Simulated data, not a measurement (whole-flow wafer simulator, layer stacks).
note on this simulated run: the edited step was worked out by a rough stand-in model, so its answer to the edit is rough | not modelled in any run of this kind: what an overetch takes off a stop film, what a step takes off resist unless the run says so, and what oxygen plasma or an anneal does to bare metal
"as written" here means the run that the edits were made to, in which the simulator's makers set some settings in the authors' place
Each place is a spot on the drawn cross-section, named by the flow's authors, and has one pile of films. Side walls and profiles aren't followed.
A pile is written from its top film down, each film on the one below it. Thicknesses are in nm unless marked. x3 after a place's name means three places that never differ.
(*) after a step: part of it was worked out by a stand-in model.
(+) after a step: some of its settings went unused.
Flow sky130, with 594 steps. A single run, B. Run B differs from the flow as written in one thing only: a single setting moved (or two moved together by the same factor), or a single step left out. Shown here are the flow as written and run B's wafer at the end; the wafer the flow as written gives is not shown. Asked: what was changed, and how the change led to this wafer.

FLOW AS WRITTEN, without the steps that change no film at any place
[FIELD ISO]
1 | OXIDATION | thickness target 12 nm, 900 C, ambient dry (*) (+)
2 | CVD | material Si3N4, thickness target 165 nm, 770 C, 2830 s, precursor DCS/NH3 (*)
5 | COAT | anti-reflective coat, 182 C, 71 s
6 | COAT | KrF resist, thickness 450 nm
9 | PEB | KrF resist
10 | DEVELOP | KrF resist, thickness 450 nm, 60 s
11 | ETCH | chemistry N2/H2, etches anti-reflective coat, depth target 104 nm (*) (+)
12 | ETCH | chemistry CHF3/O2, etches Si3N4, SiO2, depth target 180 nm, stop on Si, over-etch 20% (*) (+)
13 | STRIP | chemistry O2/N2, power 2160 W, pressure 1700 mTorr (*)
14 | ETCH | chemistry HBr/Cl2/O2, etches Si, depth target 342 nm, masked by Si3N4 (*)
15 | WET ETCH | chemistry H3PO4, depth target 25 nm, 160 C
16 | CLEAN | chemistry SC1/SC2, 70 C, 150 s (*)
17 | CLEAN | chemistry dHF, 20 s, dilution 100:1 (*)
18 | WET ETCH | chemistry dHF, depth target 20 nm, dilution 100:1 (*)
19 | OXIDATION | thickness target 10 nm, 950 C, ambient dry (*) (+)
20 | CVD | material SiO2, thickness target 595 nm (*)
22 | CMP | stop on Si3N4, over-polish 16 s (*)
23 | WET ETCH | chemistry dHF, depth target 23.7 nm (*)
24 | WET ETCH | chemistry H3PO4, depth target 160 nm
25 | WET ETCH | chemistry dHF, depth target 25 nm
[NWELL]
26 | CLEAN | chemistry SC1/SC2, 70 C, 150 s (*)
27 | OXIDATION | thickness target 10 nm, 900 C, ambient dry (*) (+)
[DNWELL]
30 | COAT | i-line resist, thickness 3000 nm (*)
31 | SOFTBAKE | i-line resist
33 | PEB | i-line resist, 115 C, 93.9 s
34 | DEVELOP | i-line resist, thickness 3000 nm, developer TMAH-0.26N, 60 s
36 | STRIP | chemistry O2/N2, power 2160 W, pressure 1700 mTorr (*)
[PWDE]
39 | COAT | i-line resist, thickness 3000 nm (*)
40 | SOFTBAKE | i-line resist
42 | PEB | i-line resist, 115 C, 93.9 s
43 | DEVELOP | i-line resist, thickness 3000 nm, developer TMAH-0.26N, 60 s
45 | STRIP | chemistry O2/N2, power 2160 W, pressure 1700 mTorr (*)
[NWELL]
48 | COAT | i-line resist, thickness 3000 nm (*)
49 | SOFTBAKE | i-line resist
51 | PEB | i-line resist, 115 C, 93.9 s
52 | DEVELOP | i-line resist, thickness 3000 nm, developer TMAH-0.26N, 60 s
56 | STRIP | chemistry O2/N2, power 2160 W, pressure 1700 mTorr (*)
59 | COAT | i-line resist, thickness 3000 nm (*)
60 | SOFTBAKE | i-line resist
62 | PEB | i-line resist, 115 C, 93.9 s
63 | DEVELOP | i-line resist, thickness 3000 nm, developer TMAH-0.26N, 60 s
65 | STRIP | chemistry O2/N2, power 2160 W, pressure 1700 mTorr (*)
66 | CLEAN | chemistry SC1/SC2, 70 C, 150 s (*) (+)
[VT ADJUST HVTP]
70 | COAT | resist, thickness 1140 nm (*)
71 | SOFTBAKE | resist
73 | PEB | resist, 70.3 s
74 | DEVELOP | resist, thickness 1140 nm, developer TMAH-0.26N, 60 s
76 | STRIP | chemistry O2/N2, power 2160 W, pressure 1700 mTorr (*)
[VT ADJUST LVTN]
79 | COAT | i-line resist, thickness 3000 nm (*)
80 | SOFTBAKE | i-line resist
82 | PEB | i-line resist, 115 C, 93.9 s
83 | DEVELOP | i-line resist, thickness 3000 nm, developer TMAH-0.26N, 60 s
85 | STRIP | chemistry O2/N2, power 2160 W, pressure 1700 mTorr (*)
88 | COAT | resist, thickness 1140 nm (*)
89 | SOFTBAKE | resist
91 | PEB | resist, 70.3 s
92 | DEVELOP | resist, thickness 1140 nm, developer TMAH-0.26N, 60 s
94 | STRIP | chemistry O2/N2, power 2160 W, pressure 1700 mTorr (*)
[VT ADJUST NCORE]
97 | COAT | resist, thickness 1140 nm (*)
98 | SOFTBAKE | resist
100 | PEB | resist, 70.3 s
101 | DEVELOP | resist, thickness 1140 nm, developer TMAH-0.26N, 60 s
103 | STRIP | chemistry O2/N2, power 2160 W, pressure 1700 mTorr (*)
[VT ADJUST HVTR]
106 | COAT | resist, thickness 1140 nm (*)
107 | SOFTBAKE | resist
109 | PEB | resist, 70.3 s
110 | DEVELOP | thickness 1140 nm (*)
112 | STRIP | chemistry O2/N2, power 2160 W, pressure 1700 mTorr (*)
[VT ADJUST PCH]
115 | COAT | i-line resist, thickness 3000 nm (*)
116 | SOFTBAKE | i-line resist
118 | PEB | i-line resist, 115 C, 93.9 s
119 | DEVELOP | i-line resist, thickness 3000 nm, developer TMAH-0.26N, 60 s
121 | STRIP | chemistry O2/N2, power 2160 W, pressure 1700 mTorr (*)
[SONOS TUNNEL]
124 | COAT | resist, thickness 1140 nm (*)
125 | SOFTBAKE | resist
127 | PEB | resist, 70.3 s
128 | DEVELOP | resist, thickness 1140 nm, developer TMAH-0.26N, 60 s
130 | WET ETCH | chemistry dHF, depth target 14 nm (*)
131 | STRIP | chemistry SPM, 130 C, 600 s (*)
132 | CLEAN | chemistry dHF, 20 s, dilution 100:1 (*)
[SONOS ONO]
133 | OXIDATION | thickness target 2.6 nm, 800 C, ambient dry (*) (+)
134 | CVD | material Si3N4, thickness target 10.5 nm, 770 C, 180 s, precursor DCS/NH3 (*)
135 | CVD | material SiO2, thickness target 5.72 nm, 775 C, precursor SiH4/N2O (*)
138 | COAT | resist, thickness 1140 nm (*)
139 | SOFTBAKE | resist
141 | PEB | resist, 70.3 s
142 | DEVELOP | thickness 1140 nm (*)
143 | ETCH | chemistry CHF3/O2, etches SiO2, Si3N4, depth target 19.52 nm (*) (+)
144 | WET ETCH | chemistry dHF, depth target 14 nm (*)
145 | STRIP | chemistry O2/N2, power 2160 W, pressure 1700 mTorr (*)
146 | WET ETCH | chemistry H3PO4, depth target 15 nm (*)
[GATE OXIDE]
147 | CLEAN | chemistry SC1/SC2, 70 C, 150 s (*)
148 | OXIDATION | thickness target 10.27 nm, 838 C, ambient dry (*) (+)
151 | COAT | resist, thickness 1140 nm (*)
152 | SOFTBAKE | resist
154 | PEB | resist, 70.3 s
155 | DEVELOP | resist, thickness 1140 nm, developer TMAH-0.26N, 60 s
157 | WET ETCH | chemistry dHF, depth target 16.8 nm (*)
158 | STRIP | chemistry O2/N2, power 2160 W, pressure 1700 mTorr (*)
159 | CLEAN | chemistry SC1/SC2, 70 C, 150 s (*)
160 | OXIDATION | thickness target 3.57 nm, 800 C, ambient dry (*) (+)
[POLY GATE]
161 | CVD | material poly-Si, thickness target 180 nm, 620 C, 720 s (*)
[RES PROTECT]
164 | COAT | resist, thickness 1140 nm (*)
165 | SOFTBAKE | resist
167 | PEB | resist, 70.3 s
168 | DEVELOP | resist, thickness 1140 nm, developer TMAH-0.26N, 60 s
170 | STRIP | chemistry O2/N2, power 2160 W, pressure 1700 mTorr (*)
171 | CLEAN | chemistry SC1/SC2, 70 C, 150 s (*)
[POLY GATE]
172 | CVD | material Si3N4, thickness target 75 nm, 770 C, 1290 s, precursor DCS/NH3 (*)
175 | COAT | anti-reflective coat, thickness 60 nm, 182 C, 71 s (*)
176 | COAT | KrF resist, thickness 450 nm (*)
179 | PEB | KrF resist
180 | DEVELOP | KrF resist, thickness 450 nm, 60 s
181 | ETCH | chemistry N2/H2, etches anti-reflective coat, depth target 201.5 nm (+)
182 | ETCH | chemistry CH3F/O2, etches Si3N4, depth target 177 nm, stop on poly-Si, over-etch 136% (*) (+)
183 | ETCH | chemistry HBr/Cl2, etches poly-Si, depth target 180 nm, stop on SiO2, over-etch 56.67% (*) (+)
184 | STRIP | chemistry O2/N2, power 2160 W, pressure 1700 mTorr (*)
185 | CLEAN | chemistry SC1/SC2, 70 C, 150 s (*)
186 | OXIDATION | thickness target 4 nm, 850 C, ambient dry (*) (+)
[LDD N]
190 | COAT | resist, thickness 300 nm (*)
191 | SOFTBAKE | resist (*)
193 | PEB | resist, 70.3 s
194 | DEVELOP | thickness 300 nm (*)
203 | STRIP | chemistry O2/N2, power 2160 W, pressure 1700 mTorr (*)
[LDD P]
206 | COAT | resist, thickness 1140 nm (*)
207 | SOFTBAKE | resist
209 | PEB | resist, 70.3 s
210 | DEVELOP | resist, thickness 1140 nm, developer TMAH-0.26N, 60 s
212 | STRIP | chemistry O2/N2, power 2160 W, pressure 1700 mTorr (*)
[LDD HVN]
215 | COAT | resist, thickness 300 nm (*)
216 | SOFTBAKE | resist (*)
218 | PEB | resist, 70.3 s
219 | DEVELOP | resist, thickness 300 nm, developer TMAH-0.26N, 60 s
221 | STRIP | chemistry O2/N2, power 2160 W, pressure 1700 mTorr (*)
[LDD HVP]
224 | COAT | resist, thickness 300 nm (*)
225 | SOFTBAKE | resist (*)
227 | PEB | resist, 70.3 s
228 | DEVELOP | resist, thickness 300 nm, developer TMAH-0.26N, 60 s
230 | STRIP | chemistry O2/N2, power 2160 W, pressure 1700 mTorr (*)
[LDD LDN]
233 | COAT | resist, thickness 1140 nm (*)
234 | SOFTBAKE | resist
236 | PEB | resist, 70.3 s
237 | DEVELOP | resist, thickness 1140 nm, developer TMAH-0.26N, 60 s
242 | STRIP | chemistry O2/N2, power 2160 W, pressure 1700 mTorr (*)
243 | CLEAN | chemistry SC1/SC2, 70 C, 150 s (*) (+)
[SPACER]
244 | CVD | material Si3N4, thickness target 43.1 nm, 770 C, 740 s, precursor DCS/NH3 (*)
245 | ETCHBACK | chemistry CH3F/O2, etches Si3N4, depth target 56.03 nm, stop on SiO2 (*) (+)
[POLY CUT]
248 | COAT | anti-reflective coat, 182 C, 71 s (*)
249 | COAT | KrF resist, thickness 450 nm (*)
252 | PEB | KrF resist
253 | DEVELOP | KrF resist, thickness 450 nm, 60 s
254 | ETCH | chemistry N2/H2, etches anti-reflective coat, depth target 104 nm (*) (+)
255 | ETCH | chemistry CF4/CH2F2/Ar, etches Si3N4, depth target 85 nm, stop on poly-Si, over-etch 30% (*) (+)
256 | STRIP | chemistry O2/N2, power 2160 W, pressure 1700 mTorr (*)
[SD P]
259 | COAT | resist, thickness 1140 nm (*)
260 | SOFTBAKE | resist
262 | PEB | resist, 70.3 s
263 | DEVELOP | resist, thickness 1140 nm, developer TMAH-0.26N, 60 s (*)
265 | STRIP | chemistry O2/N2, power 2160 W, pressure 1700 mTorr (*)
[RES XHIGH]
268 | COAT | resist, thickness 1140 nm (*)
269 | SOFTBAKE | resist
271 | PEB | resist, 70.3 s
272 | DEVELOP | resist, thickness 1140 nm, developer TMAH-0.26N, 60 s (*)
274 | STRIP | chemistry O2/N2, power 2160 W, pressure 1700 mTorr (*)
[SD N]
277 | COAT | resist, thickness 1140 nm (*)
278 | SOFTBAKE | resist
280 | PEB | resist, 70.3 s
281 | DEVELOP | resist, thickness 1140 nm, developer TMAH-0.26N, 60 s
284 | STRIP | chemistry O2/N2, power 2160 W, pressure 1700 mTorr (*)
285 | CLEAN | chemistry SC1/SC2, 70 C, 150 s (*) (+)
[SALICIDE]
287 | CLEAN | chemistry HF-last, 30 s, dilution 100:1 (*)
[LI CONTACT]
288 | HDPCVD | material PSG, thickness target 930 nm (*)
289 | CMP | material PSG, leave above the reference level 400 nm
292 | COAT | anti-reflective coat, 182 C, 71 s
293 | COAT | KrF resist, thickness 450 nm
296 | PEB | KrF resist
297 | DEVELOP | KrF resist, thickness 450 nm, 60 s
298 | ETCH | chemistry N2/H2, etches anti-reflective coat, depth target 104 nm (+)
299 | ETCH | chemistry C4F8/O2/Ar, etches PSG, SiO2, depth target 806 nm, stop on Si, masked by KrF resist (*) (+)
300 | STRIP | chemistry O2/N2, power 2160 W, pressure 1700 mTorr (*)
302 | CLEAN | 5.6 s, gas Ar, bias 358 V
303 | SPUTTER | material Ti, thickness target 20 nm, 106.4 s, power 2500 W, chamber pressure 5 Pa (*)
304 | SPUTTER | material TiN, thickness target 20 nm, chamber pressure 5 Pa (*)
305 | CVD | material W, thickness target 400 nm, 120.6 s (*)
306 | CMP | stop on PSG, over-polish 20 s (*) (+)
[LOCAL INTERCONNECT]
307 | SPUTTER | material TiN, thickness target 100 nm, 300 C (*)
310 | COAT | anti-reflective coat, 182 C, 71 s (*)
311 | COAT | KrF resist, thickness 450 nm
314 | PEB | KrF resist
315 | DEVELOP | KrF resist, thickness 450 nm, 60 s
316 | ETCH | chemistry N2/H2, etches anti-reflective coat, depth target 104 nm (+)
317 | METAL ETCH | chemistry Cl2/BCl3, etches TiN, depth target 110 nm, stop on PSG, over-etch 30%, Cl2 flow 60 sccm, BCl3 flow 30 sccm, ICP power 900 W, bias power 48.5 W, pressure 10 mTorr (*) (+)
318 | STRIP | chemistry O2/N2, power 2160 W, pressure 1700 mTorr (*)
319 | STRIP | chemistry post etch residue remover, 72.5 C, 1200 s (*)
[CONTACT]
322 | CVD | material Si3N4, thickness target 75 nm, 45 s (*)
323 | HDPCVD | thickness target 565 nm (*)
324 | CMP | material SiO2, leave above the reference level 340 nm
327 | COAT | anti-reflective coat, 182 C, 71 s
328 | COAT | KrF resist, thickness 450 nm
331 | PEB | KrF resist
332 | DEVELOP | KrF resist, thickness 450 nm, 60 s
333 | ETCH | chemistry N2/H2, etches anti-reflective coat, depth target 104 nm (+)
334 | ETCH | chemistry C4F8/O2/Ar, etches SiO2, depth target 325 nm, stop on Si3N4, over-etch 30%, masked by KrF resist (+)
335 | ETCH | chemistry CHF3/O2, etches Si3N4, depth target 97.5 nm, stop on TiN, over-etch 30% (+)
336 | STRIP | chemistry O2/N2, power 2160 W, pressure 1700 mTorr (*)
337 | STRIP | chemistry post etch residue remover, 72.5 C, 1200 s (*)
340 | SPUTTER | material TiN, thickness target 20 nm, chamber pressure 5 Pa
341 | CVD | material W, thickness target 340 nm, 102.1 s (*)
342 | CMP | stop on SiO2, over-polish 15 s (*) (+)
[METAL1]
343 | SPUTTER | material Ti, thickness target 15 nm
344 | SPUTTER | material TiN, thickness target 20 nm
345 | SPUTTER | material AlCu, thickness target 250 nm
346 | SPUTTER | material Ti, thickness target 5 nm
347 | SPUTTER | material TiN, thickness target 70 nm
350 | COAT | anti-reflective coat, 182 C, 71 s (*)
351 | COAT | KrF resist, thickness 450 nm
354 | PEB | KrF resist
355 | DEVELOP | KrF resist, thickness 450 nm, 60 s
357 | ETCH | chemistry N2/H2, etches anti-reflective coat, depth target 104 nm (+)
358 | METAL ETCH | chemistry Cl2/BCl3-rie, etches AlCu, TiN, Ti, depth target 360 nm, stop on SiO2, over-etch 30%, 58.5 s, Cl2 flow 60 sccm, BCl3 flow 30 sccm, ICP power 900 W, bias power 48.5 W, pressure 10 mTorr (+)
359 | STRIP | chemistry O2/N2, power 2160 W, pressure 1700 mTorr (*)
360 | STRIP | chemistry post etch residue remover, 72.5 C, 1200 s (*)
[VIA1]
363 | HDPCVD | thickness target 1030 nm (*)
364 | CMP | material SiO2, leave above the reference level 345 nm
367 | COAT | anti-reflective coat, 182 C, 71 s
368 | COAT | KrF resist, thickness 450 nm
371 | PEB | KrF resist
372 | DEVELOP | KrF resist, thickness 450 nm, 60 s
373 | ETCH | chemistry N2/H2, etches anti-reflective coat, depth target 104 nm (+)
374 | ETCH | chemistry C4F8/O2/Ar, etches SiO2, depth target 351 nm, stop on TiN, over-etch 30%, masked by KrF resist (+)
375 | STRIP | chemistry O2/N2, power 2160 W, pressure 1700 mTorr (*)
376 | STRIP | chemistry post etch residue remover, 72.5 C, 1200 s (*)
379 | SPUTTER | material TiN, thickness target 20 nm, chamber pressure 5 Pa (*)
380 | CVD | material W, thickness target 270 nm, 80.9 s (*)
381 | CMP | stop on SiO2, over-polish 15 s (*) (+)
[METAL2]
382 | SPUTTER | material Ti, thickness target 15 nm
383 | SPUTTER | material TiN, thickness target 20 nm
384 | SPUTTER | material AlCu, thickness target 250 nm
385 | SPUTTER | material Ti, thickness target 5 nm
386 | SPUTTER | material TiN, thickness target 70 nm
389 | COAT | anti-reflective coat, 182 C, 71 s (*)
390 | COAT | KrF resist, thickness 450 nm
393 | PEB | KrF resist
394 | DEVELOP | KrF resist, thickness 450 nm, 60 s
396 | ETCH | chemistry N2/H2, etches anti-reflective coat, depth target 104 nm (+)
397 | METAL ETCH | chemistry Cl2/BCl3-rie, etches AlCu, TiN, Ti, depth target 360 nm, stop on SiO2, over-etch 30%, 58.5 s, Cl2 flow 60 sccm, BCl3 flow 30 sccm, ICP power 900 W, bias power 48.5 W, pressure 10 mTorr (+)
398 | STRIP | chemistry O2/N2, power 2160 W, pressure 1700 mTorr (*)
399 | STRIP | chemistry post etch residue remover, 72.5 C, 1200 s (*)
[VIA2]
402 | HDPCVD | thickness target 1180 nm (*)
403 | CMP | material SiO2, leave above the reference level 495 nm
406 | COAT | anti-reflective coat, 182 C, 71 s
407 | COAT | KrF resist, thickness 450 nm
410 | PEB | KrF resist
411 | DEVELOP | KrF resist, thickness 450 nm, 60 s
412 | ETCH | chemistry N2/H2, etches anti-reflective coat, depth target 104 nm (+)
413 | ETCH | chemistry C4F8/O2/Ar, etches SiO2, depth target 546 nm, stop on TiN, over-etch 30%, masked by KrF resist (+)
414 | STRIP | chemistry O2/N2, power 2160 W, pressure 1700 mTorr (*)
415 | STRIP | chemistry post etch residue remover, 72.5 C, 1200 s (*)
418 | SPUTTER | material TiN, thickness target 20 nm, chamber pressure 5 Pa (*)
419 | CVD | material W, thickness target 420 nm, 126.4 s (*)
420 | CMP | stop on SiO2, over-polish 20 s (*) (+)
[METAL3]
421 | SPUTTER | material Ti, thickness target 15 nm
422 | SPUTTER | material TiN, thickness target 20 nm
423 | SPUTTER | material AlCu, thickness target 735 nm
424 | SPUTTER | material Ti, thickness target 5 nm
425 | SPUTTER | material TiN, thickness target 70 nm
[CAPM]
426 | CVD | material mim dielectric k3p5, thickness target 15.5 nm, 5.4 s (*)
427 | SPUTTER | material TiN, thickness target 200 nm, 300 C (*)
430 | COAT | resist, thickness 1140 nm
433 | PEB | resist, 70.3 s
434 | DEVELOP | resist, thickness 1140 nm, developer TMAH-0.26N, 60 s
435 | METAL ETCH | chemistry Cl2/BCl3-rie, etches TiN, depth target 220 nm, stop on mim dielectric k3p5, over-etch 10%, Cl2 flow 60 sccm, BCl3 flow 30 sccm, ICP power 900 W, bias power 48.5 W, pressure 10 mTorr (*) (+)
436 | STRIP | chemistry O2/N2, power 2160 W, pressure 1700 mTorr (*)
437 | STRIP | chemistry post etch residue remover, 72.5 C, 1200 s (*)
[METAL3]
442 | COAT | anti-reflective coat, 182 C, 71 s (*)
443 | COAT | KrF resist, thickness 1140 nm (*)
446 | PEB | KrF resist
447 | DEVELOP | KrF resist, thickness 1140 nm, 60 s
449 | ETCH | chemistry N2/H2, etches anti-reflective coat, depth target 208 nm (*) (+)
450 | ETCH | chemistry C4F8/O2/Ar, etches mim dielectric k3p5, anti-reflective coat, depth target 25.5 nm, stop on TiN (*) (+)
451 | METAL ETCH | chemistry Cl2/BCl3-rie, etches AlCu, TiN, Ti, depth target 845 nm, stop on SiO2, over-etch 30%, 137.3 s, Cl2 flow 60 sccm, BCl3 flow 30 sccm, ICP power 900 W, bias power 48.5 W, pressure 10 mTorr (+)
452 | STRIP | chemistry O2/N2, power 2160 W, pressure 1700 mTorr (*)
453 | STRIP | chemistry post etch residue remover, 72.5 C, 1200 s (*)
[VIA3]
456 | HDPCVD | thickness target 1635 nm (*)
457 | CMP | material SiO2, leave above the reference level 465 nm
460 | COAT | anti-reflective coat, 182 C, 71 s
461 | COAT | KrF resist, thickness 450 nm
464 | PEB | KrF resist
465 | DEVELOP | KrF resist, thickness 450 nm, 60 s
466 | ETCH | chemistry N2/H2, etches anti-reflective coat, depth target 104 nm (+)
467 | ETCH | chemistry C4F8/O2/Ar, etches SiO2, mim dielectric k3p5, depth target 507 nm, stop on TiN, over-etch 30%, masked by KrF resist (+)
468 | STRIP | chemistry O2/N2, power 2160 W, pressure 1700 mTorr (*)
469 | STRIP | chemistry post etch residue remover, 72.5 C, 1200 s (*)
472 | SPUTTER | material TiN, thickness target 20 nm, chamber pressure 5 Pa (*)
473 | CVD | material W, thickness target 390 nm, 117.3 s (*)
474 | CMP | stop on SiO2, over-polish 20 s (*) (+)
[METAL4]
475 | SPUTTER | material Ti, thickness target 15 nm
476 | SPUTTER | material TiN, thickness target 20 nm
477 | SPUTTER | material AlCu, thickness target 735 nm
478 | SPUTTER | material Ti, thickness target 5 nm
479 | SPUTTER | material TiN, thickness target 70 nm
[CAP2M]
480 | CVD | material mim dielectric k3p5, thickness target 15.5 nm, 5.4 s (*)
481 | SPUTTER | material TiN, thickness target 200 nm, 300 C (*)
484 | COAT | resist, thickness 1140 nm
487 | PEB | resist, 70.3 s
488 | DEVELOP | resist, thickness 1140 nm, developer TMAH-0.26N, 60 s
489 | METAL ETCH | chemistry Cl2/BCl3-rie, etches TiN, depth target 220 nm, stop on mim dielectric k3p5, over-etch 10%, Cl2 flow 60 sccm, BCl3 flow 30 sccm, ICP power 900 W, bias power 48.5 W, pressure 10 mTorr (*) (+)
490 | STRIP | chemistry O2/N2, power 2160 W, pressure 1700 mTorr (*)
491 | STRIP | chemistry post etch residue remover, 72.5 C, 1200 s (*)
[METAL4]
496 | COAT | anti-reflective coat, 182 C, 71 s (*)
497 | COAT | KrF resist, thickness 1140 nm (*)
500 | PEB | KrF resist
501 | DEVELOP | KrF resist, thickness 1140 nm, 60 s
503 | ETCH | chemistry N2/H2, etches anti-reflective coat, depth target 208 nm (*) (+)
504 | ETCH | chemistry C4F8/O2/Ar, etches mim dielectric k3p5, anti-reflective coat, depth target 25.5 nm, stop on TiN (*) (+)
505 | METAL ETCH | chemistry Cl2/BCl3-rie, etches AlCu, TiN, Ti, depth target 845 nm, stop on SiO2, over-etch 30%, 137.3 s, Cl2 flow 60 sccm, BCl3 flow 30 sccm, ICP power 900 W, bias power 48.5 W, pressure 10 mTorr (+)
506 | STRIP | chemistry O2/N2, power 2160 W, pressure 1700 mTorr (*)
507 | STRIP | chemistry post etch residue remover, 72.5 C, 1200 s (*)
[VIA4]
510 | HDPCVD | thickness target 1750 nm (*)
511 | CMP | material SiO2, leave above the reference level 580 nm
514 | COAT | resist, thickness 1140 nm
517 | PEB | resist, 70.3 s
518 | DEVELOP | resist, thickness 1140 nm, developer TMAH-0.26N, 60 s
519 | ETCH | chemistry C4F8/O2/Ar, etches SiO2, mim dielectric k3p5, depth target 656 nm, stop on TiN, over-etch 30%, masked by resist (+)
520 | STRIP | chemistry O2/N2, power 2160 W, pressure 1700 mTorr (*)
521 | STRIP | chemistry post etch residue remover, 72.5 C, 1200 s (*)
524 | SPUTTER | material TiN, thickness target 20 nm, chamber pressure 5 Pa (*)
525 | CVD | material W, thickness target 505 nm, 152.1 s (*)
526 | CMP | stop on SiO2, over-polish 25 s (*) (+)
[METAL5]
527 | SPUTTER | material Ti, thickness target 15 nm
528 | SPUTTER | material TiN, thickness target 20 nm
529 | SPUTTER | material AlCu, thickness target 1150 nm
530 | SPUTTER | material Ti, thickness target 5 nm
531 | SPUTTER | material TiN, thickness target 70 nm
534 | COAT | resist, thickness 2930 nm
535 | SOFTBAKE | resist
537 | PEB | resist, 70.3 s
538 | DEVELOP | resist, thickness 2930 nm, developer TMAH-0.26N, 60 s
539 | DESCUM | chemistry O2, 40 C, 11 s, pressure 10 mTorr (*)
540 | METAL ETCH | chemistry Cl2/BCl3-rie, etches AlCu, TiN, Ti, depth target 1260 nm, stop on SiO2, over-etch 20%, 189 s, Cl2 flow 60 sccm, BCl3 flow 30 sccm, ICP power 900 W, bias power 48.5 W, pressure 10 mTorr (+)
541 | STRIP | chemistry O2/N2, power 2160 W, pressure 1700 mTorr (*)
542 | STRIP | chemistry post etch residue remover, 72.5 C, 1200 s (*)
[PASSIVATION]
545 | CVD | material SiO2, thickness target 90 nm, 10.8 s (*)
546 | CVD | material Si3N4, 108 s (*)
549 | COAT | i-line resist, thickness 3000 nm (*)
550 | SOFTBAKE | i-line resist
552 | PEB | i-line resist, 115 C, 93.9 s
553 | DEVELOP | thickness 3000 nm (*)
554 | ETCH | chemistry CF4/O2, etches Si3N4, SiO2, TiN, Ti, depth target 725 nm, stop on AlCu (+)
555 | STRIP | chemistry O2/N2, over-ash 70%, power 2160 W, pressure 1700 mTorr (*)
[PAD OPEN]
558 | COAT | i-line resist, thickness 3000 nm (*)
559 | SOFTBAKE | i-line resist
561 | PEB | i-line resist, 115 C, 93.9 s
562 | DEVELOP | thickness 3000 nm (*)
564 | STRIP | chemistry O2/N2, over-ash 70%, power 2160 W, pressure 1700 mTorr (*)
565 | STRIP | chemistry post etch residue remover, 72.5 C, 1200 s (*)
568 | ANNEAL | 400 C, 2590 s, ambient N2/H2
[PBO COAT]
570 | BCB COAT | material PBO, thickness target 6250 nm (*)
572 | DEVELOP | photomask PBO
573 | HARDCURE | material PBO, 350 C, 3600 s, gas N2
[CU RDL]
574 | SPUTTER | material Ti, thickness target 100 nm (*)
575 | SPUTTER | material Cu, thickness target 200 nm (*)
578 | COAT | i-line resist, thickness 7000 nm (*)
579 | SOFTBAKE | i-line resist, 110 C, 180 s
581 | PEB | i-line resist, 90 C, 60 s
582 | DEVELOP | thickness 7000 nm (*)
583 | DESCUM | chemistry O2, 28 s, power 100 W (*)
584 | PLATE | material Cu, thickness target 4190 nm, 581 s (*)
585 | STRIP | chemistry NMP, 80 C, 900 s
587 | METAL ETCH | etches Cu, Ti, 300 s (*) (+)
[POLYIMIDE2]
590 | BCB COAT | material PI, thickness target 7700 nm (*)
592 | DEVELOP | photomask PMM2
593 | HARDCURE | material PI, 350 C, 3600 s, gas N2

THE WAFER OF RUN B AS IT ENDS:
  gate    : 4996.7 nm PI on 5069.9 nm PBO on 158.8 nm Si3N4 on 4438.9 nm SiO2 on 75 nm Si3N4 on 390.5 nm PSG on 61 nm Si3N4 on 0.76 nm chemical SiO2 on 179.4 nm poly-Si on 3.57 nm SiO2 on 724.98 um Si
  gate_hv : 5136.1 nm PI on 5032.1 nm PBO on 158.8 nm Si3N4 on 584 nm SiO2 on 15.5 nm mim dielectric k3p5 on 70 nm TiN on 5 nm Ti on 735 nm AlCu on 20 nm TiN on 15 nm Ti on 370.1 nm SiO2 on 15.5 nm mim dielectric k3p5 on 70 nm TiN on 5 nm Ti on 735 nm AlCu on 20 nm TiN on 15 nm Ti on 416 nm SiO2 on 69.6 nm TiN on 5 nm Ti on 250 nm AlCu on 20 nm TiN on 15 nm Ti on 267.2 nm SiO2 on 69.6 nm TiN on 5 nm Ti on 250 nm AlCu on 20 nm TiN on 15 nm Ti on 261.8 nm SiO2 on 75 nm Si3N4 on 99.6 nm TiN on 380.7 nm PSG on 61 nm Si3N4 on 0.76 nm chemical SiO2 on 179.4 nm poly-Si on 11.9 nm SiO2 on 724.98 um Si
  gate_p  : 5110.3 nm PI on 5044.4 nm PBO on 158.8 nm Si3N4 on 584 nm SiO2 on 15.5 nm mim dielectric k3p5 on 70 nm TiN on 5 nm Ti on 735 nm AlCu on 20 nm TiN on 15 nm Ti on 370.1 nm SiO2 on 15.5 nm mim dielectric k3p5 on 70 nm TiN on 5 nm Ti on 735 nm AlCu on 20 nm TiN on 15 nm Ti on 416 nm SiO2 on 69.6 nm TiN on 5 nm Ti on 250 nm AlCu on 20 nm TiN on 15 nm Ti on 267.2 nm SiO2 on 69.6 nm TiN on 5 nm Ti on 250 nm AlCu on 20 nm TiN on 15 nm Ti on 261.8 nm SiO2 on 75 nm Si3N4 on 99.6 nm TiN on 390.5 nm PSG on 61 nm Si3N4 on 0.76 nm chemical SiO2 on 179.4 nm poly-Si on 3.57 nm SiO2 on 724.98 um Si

The reason: step 148, OXIDATION: thickness target 11.4 nm was run, whereas the flow has thickness target 10.27 nm.

Step by step, how the change led to this:
  148 | OXIDATION | thickness target 10.27 nm, 838 C, ambient dry (*) (+)
      active, n_well, p_well and 98 more: SiO2 gains 11.4 (new film), chemical SiO2 loses 0.76 (all of it), Si loses 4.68 (in the flow as written it would be: SiO2 gains 10.3 (new film), chemical SiO2 loses 0.76 (all of it), Si loses 4.18)
  157 | WET ETCH | chemistry dHF, depth target 16.8 nm (*)
      active, n_well, p_well and 58 more: SiO2 loses 11.4 (all of it) (in the flow as written it would be: SiO2 loses 10.3 (all of it))
